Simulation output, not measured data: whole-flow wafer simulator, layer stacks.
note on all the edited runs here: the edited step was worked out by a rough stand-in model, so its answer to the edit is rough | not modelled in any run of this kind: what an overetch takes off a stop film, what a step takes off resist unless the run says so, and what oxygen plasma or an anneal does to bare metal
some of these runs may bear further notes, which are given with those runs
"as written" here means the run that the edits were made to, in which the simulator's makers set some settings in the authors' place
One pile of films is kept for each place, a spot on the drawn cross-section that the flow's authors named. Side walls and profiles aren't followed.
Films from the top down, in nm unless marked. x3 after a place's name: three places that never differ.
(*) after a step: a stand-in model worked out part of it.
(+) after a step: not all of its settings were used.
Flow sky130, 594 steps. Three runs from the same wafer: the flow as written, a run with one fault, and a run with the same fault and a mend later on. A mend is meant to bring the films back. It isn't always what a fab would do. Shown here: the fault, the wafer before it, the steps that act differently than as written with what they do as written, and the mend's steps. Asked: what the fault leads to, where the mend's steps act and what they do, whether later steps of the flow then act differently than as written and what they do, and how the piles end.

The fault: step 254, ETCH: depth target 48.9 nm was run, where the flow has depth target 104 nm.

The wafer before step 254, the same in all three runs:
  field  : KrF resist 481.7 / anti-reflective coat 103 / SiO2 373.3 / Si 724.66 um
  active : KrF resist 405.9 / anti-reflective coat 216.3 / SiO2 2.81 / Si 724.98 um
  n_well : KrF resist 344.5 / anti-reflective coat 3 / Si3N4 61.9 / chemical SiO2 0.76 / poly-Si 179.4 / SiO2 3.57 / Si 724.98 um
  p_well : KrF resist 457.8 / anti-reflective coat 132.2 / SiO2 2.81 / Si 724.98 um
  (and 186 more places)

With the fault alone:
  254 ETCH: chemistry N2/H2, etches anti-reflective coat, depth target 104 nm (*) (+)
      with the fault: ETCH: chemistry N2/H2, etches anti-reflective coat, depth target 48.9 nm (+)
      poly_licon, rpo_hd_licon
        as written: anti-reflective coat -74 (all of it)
        with the fault: anti-reflective coat -48.9
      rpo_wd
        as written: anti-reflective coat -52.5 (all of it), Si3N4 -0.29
        with the fault: anti-reflective coat -48.9
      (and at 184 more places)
  Later steps of the flow that act differently than as written (19 more steps differ only slightly, by at most 2% or 0.5 nm, whichever is larger, and aren't shown):
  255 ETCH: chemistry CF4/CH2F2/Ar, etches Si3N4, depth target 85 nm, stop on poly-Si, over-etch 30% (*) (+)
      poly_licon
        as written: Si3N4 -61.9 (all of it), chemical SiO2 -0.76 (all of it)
        with the fault: anti-reflective coat -25.1 (all of it), Si3N4 -59.9
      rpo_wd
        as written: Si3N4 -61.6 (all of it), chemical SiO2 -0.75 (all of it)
        with the fault: anti-reflective coat -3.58 (all of it), Si3N4 -61.9 (all of it), chemical SiO2 -0.75 (all of it)
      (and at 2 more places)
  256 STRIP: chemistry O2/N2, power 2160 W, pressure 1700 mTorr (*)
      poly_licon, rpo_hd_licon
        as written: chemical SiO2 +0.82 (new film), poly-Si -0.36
        with the fault: nothing
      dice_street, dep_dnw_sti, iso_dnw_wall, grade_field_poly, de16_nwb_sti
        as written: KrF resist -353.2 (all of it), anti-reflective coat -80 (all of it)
        with the fault: KrF resist -367.7 (all of it), anti-reflective coat -80 (all of it)
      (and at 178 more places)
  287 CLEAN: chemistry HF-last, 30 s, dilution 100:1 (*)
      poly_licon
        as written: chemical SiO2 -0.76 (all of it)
        with the fault: Si3N4 -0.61
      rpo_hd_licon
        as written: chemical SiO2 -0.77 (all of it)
        with the fault: Si3N4 -0.61
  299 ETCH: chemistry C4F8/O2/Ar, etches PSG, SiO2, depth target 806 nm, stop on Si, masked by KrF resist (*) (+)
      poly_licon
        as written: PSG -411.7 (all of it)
        with the fault: PSG -408.9 (all of it), Si3N4 -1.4 (all of it), chemical SiO2 -0.76 (all of it)
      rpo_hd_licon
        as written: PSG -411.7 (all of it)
        with the fault: PSG -408.9 (all of it), Si3N4 -1.4 (all of it), chemical SiO2 -0.75 (all of it)
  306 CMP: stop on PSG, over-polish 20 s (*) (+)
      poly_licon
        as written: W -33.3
        with the fault: W -34
  At the end the piles differ from the flow's only slightly at the places that both follow, by at most 2% or 0.5 nm, whichever is larger.

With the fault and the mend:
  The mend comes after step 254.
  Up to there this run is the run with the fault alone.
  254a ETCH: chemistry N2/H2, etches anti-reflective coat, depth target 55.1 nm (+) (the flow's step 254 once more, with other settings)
      field, active, n_well and 180 more
        KrF resist -14
      rpo_ln, rpo_hd, rxpo_ln
        Si3N4 -0.33
      poly_licon, rpo_hd_licon
        anti-reflective coat -25.1 (all of it)
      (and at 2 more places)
  No later step of the flow acts differently than as written, at any place that is followed, by more than 2% or 0.5 nm, whichever is larger.
  At the end the piles are the same as the flow's at every place that both follow.
